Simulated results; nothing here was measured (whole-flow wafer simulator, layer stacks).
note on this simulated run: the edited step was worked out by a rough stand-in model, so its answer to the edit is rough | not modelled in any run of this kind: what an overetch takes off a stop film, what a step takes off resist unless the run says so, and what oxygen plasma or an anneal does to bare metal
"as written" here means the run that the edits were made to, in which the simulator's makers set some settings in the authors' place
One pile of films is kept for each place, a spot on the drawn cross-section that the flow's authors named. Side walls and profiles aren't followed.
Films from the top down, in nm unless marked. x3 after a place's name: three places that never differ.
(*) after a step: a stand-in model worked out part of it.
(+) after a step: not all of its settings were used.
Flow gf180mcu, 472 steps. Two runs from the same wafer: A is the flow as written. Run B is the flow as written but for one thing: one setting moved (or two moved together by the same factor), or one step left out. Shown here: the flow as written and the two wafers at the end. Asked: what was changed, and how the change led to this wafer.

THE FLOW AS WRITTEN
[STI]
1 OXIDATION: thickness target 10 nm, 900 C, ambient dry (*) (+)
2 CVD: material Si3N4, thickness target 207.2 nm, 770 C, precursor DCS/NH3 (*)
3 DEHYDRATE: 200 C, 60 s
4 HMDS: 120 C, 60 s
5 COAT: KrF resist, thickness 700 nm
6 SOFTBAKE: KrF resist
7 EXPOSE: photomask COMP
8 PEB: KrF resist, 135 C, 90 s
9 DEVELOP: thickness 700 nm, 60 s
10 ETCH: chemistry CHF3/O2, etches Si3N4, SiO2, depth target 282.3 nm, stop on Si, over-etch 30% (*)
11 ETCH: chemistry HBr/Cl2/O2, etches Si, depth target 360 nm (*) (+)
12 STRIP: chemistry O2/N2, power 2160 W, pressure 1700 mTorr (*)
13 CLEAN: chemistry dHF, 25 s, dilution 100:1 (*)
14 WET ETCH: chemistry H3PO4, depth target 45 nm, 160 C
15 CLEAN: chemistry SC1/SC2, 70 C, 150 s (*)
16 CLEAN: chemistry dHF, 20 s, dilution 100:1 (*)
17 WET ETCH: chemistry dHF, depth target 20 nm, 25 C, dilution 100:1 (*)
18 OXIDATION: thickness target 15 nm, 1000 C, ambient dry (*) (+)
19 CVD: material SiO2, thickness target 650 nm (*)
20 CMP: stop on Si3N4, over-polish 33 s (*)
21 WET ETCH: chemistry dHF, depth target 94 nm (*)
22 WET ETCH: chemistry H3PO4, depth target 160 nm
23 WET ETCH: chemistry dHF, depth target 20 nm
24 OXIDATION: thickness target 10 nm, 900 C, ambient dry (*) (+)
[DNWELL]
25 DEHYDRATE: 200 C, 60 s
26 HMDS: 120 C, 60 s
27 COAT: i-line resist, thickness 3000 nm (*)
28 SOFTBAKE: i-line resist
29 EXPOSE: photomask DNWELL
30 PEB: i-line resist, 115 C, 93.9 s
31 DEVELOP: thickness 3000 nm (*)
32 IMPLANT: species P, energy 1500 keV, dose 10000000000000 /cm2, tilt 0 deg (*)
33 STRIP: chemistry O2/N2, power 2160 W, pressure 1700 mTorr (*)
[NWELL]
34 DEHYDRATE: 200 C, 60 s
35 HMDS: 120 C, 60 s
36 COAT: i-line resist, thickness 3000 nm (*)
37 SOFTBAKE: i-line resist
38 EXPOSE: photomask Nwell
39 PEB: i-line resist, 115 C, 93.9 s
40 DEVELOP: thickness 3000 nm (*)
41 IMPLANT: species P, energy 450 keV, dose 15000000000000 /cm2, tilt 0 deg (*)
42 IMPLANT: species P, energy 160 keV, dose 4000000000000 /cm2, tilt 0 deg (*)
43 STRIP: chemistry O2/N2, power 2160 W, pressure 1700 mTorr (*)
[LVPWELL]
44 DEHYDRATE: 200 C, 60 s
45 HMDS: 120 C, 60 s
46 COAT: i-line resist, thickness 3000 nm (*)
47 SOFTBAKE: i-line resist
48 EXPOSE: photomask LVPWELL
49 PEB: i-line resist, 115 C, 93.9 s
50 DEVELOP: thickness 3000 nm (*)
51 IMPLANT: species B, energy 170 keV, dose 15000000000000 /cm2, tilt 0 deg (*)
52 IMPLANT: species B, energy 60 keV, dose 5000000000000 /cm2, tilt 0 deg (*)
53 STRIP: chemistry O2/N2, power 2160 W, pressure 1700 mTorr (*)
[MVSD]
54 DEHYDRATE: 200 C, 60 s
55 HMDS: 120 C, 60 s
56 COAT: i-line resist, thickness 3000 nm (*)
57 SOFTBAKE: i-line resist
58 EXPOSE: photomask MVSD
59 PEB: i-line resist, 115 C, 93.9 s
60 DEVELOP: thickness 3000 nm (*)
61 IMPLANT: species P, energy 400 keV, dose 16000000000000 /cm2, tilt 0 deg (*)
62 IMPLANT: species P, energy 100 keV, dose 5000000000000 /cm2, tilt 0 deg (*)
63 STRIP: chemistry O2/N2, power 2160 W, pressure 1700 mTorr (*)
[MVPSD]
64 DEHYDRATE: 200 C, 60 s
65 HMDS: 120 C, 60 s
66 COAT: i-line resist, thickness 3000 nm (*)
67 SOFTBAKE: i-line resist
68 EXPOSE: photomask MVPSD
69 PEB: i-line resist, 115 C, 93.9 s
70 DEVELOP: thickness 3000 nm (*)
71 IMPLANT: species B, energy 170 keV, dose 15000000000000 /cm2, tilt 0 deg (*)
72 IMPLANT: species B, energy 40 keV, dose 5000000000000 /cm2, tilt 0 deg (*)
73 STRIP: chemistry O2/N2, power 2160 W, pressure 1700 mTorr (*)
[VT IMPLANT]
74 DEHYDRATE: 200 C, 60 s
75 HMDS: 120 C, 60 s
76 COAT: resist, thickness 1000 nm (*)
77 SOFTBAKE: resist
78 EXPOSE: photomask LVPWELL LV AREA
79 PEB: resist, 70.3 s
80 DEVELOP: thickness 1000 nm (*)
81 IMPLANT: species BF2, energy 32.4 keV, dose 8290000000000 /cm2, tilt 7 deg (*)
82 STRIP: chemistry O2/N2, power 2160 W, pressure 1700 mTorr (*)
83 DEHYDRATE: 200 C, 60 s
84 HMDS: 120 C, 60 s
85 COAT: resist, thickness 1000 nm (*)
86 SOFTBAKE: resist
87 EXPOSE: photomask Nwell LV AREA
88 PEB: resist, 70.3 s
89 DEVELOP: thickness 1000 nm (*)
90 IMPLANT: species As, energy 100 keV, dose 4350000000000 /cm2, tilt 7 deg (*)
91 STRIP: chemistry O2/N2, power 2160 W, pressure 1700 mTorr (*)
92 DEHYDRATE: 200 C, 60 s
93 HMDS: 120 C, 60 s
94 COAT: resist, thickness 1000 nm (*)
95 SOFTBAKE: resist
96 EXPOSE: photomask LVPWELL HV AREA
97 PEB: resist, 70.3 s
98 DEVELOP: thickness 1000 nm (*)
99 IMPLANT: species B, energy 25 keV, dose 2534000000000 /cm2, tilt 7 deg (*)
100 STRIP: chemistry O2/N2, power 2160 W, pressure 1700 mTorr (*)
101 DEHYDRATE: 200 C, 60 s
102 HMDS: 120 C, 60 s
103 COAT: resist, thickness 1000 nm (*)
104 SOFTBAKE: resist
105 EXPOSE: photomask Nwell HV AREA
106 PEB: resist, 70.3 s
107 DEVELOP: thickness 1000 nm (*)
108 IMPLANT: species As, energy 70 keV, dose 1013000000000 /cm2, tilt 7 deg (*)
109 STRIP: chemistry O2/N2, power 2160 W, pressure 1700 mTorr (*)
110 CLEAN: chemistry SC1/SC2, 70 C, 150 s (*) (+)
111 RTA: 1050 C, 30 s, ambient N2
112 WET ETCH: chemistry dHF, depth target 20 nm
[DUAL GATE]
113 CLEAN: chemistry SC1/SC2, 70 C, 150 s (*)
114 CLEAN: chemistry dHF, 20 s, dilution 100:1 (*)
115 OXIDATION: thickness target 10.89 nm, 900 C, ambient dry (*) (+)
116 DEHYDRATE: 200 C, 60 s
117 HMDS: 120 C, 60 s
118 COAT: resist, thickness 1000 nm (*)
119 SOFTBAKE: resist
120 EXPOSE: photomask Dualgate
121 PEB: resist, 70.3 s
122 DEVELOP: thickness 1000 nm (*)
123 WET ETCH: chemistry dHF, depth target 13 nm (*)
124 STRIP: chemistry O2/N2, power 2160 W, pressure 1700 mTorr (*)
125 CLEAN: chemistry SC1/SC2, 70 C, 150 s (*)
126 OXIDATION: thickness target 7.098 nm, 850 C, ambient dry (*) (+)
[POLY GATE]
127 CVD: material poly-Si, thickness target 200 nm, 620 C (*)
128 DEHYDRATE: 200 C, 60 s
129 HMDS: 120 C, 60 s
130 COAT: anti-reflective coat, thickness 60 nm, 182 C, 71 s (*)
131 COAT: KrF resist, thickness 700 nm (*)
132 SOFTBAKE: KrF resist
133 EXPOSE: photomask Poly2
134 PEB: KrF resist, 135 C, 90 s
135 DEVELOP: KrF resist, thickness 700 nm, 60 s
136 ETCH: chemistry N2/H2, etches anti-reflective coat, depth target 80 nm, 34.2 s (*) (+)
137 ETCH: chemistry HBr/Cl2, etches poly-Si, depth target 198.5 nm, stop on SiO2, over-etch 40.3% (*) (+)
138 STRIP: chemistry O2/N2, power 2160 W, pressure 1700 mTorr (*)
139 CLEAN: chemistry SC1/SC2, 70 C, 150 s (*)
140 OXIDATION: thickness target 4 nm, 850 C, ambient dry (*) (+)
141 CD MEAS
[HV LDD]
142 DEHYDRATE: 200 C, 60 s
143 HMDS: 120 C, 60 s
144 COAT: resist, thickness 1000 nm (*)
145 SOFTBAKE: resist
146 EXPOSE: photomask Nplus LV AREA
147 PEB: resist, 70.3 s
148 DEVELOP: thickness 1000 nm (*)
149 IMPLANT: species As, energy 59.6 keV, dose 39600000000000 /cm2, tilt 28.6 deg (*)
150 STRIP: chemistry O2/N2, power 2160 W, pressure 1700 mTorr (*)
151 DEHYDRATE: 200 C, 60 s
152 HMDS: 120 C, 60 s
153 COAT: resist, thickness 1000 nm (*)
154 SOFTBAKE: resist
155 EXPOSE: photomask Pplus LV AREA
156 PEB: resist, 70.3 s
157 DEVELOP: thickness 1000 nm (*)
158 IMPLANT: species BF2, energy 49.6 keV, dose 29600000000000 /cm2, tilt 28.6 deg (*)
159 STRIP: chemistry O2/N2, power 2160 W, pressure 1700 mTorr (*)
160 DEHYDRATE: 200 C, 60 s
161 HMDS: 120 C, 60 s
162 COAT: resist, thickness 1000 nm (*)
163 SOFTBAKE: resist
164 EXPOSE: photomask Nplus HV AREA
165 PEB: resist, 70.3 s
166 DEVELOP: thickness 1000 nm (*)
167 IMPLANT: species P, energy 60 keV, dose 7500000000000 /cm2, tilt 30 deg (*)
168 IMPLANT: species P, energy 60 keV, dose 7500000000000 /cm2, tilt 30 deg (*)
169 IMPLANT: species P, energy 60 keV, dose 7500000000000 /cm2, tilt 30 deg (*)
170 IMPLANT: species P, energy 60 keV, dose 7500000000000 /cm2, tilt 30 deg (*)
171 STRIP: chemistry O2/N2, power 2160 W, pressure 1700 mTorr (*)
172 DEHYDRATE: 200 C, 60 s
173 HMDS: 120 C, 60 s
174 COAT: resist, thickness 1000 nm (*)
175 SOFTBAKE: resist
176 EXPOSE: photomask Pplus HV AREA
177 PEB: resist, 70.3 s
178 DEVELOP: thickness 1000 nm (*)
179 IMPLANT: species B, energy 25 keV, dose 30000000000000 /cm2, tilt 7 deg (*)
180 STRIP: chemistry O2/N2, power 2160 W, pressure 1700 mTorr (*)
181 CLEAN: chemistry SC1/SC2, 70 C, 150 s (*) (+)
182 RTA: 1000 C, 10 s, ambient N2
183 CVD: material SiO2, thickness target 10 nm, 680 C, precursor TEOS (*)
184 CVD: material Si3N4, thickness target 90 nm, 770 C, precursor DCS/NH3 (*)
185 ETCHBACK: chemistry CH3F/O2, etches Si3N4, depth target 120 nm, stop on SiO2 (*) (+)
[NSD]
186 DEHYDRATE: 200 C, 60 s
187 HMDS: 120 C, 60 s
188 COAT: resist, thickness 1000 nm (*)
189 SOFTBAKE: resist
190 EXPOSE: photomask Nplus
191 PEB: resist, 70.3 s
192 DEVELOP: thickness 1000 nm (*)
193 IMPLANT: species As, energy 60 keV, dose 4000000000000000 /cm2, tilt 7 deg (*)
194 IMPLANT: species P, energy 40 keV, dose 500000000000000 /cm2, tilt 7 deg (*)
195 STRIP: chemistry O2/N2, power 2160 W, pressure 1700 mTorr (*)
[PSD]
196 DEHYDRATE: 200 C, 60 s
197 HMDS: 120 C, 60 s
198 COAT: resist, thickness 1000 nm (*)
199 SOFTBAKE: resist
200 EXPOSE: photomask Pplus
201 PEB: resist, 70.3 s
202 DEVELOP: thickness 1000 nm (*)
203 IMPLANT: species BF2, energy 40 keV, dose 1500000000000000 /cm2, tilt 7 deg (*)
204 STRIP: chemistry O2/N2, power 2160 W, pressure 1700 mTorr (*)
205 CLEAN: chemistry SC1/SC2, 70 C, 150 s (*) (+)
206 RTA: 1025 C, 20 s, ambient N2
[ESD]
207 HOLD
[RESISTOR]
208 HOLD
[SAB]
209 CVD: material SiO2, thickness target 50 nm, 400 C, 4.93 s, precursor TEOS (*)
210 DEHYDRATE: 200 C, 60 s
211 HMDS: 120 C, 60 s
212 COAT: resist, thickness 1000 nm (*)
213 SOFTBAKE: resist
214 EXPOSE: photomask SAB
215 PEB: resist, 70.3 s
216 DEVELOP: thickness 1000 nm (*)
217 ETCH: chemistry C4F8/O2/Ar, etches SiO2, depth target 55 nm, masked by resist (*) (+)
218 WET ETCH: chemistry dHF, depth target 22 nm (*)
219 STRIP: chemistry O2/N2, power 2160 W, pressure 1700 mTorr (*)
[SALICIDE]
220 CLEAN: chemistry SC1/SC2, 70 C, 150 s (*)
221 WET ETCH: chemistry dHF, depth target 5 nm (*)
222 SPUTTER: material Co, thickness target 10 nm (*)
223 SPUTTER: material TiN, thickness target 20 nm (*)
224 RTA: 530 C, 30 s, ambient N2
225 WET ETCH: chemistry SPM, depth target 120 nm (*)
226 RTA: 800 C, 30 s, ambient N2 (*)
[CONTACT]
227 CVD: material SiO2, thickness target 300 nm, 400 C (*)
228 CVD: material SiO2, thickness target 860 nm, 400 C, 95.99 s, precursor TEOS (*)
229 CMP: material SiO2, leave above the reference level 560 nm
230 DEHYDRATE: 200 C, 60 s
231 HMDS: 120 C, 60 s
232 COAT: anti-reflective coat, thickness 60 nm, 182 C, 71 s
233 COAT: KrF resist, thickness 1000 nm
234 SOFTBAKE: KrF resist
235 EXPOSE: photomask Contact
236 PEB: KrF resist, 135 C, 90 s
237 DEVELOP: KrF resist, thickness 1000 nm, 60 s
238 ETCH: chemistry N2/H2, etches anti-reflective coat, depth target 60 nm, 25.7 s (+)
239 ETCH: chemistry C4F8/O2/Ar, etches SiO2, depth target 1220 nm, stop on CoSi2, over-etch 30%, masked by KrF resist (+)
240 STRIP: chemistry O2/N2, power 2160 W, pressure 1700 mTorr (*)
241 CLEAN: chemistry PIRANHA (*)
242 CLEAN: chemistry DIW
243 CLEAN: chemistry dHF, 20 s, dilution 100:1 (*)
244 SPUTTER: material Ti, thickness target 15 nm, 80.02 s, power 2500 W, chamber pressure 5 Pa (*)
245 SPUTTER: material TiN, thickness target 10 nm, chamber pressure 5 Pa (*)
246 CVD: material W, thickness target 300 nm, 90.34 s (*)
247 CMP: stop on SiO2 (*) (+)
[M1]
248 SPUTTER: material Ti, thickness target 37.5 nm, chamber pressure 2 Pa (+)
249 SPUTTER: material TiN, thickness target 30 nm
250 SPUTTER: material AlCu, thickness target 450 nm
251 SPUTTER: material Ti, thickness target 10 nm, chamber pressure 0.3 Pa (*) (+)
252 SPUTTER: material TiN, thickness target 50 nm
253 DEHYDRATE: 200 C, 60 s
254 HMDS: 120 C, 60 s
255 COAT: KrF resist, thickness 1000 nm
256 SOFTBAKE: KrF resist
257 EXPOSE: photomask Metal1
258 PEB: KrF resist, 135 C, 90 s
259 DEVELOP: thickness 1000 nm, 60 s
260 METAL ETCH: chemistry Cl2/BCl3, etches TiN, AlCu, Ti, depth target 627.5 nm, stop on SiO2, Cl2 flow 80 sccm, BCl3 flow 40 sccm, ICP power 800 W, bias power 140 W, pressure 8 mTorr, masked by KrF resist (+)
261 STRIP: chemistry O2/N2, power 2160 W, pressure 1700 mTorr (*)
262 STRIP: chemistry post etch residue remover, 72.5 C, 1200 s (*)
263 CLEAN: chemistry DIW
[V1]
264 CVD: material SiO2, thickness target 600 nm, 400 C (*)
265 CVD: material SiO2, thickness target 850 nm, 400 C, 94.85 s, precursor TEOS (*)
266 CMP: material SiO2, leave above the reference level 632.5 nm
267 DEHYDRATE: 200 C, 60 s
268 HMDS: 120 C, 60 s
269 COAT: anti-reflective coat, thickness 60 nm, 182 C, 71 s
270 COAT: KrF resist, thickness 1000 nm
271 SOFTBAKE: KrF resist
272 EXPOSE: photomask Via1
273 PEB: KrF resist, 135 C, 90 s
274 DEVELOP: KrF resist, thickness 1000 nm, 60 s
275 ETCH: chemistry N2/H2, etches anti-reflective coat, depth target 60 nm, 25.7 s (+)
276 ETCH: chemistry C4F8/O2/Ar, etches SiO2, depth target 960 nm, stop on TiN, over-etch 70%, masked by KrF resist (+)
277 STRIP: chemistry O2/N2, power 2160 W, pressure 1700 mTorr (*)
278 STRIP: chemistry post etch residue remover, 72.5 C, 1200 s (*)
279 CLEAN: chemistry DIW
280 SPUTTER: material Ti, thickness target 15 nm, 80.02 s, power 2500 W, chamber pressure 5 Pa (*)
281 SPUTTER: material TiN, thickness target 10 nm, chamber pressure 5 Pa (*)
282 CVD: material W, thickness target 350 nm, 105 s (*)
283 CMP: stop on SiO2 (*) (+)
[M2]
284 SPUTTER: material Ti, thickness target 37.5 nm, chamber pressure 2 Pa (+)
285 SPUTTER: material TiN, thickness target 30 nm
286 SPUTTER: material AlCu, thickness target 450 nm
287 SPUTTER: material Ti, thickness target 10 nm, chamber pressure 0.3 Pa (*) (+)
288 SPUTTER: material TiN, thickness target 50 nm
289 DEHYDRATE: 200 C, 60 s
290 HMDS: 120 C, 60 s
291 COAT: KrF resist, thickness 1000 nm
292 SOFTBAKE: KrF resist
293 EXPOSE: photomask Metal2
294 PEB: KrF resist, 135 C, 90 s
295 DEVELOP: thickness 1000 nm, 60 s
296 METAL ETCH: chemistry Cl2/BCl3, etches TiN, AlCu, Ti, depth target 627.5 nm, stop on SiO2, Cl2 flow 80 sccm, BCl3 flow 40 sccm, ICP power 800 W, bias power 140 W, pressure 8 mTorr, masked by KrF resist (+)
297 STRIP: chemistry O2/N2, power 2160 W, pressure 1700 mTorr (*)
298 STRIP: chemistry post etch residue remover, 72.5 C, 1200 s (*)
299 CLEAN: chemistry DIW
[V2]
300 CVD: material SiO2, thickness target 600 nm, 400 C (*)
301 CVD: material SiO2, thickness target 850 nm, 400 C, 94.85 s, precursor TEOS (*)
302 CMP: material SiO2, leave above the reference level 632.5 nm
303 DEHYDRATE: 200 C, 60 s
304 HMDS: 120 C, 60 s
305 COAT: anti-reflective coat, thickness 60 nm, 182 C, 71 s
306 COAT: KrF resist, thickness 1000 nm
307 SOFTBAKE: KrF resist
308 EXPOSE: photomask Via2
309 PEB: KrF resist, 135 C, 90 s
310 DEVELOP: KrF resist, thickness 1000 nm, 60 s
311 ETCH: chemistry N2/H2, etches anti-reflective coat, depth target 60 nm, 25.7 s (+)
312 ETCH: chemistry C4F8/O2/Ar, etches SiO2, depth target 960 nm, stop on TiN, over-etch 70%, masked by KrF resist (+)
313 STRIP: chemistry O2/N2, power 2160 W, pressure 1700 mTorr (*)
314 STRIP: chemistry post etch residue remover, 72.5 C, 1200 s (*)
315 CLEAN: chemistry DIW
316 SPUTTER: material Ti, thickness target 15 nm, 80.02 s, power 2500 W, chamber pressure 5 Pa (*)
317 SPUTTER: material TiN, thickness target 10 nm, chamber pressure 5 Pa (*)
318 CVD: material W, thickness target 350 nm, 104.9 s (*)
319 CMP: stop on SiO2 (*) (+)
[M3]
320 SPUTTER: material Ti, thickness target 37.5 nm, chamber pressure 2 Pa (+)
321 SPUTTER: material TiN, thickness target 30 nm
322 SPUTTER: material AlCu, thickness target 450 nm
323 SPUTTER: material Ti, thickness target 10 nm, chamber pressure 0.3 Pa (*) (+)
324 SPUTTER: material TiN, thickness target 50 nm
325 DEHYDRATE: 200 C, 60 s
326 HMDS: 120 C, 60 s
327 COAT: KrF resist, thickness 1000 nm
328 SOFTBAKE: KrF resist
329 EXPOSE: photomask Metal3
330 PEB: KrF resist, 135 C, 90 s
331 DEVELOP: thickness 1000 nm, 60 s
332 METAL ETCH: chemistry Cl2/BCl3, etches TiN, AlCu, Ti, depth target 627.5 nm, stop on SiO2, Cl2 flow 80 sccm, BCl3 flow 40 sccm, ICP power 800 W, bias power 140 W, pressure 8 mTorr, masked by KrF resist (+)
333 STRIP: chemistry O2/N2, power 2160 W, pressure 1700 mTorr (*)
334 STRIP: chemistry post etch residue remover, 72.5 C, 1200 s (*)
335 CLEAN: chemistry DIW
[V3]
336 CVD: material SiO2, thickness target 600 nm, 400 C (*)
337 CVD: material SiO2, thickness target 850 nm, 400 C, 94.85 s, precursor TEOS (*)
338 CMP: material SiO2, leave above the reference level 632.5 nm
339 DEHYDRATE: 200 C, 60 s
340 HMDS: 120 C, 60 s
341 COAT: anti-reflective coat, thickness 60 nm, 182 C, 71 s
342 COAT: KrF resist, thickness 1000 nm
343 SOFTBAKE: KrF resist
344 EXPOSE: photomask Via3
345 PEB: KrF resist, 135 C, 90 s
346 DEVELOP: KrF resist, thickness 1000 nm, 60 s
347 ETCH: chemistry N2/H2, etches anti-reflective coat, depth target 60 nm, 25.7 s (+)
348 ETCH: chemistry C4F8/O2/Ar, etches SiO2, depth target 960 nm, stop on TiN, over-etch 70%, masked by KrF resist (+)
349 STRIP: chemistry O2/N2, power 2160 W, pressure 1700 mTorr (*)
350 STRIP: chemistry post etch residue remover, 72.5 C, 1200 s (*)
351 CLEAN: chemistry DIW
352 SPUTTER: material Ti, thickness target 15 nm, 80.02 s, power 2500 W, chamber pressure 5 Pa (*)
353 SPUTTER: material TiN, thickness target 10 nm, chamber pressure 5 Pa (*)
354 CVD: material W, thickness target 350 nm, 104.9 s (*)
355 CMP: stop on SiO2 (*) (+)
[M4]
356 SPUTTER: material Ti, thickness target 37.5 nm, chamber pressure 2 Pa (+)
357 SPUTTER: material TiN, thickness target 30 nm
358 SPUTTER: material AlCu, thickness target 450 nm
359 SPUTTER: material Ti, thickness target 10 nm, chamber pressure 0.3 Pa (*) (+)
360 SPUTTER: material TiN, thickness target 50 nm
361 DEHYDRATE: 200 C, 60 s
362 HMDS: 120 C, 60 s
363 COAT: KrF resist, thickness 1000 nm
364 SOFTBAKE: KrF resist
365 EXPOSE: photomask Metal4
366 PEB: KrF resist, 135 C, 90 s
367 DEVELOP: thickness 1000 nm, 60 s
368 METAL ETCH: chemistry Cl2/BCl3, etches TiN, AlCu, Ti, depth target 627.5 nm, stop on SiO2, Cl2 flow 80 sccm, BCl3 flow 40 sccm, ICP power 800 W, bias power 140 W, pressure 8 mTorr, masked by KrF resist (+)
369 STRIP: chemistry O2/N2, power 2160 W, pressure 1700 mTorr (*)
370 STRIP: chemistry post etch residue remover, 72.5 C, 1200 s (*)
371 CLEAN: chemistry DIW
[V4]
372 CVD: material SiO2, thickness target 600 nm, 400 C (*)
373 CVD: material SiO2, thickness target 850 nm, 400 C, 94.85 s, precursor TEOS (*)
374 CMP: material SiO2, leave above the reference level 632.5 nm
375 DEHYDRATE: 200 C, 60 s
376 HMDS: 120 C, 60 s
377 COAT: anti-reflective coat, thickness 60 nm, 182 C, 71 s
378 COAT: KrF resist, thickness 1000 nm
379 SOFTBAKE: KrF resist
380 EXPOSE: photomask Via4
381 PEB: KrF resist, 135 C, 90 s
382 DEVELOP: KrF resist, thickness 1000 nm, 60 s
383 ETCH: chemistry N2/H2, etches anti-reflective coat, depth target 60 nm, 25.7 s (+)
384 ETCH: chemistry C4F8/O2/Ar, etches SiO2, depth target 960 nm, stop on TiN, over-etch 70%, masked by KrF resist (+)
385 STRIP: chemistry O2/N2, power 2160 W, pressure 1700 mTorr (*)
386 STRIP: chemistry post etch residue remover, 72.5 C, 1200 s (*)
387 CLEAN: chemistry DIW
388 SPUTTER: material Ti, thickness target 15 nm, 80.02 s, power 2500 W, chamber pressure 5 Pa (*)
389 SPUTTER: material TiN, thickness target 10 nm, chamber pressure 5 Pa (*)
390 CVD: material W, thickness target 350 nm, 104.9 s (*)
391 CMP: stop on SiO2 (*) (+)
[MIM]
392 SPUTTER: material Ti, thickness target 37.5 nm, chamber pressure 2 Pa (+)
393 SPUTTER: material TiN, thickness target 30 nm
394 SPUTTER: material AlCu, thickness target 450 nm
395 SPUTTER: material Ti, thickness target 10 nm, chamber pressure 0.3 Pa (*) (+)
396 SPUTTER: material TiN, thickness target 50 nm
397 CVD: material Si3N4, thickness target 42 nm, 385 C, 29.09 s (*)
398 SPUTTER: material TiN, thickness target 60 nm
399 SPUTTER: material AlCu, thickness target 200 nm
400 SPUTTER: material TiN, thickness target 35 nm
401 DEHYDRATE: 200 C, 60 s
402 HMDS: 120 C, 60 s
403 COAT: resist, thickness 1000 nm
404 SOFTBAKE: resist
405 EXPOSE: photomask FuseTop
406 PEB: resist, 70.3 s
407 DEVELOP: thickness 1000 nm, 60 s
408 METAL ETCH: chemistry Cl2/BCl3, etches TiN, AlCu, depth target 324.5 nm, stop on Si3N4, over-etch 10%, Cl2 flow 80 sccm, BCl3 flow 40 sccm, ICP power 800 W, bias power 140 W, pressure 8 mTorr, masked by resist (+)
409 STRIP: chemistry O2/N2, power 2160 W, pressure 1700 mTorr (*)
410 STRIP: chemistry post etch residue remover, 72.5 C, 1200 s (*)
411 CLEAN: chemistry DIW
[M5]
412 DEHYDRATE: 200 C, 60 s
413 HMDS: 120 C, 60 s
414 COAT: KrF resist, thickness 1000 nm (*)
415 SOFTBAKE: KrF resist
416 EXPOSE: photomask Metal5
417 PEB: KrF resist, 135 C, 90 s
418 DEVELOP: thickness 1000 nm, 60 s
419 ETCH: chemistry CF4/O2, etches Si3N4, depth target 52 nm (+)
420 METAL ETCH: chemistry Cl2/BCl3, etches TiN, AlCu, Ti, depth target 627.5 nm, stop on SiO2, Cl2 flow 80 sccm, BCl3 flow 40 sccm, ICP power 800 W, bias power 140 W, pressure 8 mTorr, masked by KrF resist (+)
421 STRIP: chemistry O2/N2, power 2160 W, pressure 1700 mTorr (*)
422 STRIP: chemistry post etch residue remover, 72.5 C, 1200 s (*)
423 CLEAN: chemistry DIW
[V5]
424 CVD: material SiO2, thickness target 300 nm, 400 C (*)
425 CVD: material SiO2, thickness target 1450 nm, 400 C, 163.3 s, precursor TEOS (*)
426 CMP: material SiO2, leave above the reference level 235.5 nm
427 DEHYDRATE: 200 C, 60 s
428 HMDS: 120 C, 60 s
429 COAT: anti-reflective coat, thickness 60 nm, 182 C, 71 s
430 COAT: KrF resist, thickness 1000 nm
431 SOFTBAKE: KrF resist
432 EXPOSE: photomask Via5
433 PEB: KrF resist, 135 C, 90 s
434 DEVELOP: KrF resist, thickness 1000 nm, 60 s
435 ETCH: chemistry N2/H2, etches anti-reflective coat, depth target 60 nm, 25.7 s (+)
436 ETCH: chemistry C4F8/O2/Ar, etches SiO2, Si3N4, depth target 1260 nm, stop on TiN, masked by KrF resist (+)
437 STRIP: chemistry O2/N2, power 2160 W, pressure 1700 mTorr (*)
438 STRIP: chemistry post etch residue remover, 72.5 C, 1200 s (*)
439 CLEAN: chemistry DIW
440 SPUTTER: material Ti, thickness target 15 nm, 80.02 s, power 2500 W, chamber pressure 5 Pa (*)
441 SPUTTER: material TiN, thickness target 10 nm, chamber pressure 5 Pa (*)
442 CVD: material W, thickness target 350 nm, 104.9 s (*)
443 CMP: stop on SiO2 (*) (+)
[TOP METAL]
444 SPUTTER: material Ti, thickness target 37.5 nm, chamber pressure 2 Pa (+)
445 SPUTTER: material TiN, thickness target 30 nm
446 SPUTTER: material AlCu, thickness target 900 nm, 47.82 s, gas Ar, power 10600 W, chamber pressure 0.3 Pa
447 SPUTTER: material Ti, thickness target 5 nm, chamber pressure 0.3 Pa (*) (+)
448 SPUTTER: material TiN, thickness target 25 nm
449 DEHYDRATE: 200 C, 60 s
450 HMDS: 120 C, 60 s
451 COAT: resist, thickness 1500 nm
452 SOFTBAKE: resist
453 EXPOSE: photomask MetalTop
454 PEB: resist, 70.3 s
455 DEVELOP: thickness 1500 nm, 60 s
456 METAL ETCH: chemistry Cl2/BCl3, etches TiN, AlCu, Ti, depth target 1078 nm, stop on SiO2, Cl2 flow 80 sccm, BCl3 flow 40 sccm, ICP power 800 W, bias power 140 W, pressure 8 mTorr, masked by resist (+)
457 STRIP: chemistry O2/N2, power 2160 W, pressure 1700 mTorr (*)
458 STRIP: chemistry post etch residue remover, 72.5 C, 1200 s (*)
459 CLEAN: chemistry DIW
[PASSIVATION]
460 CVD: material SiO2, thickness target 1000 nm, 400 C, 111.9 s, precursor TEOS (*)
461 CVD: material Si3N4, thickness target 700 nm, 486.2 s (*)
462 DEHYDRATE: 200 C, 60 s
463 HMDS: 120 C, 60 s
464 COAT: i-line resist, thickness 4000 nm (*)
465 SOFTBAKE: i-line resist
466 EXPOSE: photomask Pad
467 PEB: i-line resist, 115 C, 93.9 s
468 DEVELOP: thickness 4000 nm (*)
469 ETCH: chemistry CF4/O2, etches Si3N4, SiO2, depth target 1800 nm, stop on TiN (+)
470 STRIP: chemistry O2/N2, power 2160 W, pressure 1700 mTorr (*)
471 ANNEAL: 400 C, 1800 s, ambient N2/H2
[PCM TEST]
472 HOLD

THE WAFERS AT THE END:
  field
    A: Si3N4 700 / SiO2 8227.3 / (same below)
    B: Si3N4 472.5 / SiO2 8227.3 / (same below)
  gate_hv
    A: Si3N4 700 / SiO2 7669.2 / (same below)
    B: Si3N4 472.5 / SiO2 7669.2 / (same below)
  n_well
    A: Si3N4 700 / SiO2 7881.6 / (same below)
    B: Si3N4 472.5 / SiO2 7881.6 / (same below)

The cause: step 461, CVD: thickness target 473 nm was run, where the flow has thickness target 700 nm; step 461, CVD: 328.2 s was run, where the flow has 486.2 s.

How the change led to this, step by step:
  461 CVD: material Si3N4, thickness target 700 nm, 486.2 s (*)
      field, field__w1, field__w2 and 109 more: A Si3N4 +700 (new film) | B Si3N4 +472.5 (new film)
  465 SOFTBAKE: i-line resist
      field__w11, field__w13: A i-line resist +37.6 | B i-line resist +36.5
      mim, ppoly_u: A i-line resist +37.5 | B i-line resist +36.4
      (and at 48 more places)
  469 ETCH: chemistry CF4/O2, etches Si3N4, SiO2, depth target 1800 nm, stop on TiN (+)
      pad: A Si3N4 -700 (all of it), SiO2 -1000 (all of it) | B Si3N4 -472.5 (all of it), SiO2 -1000 (all of it)
